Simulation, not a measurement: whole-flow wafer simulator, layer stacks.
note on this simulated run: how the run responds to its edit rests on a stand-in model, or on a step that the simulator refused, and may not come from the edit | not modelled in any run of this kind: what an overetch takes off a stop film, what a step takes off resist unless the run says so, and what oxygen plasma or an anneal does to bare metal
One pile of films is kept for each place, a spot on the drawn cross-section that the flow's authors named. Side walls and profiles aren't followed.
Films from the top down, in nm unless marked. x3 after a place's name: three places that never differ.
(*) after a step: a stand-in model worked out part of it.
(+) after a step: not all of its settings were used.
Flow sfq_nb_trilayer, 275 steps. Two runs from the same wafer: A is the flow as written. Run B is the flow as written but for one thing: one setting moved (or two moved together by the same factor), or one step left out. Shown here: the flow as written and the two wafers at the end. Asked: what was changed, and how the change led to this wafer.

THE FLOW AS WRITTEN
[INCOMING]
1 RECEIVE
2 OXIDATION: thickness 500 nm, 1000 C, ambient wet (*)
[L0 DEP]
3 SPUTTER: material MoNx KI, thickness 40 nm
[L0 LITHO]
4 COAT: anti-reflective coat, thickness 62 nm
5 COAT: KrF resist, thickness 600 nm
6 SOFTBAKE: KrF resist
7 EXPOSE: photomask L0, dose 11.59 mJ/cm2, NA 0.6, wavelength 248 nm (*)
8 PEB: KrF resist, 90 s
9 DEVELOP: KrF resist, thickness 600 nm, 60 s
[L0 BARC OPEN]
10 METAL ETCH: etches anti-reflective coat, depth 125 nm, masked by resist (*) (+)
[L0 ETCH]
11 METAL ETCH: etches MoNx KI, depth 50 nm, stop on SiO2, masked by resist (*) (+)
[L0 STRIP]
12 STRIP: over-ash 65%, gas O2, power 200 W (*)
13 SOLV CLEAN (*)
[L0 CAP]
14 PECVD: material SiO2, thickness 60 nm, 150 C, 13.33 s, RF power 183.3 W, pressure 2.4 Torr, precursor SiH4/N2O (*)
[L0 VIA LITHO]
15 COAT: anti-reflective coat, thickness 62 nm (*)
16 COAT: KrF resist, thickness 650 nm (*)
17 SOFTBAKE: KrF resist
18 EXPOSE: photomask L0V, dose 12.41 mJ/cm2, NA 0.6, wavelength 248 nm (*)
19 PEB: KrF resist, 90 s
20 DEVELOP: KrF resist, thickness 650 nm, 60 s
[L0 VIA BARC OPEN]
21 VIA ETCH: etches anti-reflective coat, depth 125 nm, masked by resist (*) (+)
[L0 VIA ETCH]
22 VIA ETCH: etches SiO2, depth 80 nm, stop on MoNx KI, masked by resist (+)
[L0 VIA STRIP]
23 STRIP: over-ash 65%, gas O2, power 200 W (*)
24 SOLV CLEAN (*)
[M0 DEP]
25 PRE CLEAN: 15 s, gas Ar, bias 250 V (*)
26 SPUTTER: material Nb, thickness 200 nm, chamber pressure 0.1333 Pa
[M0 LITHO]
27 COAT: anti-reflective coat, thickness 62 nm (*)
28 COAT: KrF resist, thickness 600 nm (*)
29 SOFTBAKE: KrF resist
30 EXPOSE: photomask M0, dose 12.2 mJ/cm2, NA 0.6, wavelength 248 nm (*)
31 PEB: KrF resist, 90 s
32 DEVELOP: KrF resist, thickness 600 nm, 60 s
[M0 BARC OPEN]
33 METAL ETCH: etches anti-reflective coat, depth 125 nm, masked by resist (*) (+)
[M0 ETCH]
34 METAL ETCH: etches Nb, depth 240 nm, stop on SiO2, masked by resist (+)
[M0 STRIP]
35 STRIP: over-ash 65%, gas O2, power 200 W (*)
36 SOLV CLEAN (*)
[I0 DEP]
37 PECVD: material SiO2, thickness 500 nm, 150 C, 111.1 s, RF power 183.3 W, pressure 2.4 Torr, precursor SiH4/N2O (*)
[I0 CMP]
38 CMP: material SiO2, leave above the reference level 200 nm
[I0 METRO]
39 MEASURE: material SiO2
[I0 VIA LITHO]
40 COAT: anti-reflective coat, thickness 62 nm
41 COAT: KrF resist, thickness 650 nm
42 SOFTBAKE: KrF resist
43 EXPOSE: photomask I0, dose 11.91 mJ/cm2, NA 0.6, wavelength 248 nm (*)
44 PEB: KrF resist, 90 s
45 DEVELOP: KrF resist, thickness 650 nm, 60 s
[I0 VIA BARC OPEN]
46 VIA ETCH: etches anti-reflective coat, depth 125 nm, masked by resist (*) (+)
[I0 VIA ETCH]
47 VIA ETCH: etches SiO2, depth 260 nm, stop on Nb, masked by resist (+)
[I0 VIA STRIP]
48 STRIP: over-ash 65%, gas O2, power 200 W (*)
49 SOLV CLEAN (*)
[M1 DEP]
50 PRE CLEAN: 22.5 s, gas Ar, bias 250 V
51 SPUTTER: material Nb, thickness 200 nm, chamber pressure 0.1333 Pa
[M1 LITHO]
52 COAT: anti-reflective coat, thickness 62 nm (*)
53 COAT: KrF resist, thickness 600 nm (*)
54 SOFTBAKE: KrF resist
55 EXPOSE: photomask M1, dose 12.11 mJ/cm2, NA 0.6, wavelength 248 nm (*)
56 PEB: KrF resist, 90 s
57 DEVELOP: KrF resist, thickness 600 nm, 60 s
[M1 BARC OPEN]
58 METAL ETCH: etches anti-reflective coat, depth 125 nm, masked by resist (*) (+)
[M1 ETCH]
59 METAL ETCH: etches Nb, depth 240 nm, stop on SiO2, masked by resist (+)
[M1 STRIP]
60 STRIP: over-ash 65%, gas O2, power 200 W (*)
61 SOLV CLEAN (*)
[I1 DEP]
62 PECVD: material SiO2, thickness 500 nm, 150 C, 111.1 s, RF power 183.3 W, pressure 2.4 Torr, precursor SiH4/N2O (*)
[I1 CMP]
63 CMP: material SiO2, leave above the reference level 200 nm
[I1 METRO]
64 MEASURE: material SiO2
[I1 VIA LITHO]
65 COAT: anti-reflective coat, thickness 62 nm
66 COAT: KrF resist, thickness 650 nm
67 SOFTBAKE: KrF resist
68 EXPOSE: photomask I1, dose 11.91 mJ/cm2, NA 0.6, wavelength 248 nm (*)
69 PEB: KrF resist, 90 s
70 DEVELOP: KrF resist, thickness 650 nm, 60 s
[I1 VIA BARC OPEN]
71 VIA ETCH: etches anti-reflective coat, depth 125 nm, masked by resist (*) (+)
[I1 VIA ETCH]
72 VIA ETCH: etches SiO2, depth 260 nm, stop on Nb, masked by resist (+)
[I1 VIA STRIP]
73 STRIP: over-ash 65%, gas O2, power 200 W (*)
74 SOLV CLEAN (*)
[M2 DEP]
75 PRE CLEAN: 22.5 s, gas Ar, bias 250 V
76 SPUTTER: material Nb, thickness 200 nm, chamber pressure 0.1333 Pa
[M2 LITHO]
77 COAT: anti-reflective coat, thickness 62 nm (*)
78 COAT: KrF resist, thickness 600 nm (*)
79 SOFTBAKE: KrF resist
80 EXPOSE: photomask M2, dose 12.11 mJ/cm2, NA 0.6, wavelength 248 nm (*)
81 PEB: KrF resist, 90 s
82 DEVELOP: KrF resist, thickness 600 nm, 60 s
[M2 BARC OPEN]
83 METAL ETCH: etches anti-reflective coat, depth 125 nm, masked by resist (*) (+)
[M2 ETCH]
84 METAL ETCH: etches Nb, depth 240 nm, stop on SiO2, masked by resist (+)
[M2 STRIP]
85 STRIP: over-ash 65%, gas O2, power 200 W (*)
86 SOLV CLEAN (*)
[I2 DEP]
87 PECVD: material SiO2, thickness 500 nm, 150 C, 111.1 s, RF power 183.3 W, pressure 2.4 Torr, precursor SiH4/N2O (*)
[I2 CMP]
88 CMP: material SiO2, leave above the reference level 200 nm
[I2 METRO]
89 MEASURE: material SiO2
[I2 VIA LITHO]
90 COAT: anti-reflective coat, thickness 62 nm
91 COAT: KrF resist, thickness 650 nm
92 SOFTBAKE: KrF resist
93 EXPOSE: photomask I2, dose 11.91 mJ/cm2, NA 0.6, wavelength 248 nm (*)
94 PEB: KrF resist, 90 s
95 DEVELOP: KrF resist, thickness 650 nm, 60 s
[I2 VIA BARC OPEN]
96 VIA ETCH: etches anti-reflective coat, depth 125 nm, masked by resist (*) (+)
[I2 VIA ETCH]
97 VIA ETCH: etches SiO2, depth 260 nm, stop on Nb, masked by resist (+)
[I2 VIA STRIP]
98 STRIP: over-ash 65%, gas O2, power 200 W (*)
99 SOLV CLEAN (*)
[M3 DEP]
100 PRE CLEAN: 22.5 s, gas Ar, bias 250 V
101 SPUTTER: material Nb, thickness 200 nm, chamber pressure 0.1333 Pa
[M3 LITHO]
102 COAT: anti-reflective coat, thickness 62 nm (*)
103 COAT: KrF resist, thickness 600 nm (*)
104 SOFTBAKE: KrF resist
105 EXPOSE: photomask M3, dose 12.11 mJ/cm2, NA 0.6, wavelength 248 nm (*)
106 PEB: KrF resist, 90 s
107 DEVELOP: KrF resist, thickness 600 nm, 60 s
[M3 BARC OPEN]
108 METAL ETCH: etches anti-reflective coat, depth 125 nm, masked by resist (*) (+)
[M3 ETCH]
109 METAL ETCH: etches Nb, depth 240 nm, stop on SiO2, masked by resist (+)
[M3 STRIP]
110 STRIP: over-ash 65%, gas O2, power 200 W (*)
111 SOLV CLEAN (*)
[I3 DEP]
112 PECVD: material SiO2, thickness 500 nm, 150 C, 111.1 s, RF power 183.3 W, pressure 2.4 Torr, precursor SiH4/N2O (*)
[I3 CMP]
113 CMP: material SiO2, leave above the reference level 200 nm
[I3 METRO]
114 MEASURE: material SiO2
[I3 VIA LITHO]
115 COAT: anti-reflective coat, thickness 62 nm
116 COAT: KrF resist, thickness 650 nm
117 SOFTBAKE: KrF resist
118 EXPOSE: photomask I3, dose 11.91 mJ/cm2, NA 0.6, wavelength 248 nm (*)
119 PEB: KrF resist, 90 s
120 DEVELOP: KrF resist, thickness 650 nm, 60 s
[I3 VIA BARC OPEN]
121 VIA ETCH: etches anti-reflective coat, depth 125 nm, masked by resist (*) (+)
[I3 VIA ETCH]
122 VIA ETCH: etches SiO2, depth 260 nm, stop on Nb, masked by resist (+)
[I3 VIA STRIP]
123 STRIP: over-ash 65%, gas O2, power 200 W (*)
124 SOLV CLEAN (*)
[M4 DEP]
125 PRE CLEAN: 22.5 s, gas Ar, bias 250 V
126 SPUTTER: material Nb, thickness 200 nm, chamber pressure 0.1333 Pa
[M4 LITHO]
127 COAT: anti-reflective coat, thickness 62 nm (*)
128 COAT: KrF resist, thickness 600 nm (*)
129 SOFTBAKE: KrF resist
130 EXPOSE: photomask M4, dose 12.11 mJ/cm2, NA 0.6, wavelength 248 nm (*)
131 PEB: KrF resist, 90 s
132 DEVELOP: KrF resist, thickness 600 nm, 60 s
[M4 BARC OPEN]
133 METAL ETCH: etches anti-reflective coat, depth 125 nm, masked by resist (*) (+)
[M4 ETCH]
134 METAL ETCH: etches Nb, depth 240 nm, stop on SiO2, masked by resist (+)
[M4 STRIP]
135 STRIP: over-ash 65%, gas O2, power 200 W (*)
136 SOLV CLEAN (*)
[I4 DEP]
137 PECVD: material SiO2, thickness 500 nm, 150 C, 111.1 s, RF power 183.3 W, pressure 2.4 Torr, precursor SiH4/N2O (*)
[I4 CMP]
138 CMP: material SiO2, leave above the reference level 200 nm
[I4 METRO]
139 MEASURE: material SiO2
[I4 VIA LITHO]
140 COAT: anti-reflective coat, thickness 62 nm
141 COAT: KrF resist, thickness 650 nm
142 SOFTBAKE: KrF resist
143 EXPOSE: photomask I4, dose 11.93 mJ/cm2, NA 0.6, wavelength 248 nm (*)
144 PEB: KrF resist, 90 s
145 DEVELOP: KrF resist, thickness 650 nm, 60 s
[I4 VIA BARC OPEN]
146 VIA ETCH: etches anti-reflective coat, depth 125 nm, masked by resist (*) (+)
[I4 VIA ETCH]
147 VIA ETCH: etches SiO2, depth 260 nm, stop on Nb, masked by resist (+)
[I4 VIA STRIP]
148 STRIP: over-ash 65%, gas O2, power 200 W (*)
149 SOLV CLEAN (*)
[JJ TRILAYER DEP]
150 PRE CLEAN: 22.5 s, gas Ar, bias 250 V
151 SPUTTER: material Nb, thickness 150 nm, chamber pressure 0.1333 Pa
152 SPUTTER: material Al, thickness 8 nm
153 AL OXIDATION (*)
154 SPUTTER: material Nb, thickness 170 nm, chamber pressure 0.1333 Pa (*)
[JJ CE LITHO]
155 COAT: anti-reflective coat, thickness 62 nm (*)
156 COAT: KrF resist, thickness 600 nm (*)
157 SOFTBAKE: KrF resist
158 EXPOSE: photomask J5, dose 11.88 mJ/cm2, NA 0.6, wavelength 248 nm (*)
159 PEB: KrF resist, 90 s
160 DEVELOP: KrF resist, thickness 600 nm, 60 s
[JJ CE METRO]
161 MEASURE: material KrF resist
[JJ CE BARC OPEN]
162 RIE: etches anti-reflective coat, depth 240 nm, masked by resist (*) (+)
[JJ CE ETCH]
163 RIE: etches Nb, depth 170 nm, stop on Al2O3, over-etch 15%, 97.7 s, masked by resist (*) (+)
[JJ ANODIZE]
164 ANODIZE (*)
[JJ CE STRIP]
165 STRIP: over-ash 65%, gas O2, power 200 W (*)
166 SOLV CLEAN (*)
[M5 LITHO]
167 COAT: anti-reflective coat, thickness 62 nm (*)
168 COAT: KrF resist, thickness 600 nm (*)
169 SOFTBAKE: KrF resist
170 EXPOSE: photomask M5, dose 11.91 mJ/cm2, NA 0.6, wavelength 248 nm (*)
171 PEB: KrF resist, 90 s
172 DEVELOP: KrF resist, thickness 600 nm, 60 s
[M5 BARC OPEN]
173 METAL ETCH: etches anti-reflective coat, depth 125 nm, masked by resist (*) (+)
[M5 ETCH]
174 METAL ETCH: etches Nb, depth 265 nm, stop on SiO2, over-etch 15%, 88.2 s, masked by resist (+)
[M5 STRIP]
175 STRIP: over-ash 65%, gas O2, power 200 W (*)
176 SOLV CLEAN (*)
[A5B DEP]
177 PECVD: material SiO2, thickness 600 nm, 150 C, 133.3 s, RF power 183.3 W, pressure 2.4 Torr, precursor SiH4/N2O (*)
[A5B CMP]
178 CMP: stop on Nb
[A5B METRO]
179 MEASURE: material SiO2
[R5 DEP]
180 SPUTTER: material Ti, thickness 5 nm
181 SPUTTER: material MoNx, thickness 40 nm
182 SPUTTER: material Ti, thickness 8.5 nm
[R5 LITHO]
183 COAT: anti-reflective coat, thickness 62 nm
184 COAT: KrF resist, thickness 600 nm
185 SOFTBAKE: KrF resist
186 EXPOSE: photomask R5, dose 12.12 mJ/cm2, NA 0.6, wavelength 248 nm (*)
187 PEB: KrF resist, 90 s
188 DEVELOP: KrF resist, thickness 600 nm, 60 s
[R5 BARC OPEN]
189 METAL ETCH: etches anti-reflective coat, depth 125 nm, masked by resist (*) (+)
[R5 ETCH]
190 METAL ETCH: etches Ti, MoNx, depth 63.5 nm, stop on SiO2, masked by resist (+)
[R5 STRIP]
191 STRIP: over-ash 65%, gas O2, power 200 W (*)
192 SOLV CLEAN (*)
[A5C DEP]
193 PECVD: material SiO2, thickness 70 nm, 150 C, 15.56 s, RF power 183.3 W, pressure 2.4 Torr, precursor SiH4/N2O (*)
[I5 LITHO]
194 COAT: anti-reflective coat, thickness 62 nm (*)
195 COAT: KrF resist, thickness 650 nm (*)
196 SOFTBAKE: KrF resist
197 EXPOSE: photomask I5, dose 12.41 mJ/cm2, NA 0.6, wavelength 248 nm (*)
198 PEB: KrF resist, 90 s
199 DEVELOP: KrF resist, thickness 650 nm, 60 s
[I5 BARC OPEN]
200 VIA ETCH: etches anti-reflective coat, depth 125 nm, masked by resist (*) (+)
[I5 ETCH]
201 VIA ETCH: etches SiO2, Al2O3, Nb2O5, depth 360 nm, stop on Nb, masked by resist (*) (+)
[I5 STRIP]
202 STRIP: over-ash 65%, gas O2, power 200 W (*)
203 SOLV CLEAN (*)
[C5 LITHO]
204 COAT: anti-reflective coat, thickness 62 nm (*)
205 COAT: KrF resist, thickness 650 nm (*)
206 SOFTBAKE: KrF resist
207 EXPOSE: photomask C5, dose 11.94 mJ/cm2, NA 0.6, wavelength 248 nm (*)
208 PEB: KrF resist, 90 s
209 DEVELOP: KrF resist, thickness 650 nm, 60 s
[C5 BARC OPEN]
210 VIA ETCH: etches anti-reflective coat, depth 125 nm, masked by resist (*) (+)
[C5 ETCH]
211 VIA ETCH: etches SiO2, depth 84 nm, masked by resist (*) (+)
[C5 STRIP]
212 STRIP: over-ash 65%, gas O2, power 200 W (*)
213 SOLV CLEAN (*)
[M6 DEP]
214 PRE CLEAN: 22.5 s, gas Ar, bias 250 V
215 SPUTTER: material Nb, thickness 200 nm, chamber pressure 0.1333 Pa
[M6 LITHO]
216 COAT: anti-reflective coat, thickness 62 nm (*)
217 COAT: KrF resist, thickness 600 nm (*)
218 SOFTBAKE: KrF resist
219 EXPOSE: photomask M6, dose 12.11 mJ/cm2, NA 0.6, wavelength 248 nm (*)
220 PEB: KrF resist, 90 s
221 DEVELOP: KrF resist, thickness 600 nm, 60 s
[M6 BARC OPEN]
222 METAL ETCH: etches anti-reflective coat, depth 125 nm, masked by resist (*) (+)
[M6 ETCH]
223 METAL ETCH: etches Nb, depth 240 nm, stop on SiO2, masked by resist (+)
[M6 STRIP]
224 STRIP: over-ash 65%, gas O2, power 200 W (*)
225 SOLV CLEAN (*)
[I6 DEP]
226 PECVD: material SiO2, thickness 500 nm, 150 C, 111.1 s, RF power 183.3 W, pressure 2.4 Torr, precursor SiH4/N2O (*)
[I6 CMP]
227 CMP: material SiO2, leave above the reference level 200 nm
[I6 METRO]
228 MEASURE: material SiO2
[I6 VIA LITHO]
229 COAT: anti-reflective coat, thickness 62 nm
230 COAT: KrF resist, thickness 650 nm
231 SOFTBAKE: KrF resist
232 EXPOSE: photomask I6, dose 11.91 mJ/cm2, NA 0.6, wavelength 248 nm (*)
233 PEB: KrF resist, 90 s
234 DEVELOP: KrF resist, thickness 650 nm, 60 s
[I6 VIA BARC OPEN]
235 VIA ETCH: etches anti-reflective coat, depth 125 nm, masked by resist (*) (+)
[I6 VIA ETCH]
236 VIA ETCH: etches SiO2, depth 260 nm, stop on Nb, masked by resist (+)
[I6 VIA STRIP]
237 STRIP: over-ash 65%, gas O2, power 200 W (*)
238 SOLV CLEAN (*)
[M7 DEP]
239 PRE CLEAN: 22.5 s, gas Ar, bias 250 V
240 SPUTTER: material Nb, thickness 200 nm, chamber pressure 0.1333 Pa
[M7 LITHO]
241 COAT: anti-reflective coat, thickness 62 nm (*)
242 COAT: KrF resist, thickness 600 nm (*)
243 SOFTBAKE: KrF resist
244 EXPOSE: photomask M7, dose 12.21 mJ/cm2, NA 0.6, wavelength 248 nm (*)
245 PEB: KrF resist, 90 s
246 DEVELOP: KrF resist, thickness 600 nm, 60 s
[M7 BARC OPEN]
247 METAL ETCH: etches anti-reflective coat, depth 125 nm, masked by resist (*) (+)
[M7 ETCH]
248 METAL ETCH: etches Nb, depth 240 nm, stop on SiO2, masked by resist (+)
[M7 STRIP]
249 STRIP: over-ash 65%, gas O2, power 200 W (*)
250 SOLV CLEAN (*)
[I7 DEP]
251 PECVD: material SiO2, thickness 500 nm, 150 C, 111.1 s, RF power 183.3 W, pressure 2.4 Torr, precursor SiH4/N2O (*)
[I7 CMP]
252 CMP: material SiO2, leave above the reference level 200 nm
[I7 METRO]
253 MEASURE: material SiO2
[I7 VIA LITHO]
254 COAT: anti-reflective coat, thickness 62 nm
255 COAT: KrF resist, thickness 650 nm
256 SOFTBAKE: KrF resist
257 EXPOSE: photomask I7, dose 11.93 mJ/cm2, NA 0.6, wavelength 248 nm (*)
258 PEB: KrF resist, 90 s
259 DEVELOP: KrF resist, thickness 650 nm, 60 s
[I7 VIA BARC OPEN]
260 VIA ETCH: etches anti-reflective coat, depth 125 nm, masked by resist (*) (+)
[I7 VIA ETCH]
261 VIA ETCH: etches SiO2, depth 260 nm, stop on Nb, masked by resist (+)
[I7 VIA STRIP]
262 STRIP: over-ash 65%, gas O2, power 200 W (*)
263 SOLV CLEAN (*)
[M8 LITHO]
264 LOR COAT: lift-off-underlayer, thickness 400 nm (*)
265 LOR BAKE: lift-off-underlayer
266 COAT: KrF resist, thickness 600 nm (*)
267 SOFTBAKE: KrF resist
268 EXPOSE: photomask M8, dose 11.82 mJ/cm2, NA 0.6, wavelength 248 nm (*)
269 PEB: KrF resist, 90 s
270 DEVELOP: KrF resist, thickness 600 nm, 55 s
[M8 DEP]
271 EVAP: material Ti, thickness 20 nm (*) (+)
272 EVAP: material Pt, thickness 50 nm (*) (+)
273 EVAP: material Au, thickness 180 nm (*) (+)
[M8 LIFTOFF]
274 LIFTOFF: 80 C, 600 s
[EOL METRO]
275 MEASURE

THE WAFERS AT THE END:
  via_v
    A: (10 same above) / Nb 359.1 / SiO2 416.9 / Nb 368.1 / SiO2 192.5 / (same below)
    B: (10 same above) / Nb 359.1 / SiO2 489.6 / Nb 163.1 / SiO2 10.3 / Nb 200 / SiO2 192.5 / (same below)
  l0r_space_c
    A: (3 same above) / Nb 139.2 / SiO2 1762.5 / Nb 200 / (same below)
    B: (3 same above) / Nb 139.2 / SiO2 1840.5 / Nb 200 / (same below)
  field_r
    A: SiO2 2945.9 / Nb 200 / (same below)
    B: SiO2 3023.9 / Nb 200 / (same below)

The cause: step 63, CMP: leave above the reference level 278 nm was run, where the flow has leave above the reference level 200 nm.

How the change led to this, step by step:
  63 CMP: material SiO2, leave above the reference level 200 nm
      field_l, be, be_sur and 72 more: A SiO2 -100 | B SiO2 -22
      v_sur, via_wl, via_wr and 20 more: A SiO2 -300 | B SiO2 -222
      (and at 8 more places)
  72 VIA ETCH: etches SiO2, depth 260 nm, stop on Nb, masked by resist (+)
      via_v: A SiO2 -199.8 (all of it) | B SiO2 -260
  75 PRE CLEAN: 22.5 s, gas Ar, bias 250 V
      via_v: A Nb -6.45 | B SiO2 -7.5
  76 SPUTTER: material Nb, thickness 200 nm, chamber pressure 0.1333 Pa
      via_v: A Nb +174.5 | B Nb +163.1 (new film)
  77 COAT: anti-reflective coat, thickness 62 nm (*)
      via_sp: A anti-reflective coat +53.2 (new film) | B anti-reflective coat +51.9 (new film)
      via_v: A anti-reflective coat +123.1 (new film) | B anti-reflective coat +136.1 (new film)
      (and at 1 more place)
  78 COAT: KrF resist, thickness 600 nm (*)
      via_v: A KrF resist +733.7 (new film) | B KrF resist +783.4 (new film)
  85 STRIP: over-ash 65%, gas O2, power 200 W (*)
      via_sp: A KrF resist -374.4 (all of it), anti-reflective coat -53.2 (all of it) | B KrF resist -370.4 (all of it), anti-reflective coat -51.9 (all of it)
      via_v: A KrF resist -515.8 (all of it), anti-reflective coat -123.1 (all of it) | B KrF resist -565.3 (all of it), anti-reflective coat -136.1 (all of it)
      (and at 1 more place)
  87 PECVD: material SiO2, thickness 500 nm, 150 C, 111.1 s, RF power 183.3 W, pressure 2.4 Torr, precursor SiH4/N2O (*)
      via_v: A SiO2 +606 (new film) | B SiO2 +678.7 (new film)
Counting metal films that touch as one body, via_v has 7 bodies (between them, from the top down: SiO2 437.8; SiO2 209 / Al2O3 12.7 / Nb2O5 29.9; SiO2 425.9; SiO2 489.6; SiO2 10.3; SiO2 192.5); the flow as written gives 6 bodies (between them, from the top down: SiO2 437.8; SiO2 209 / Al2O3 12.7 / Nb2O5 29.9; SiO2 425.9; SiO2 416.9; SiO2 192.5).
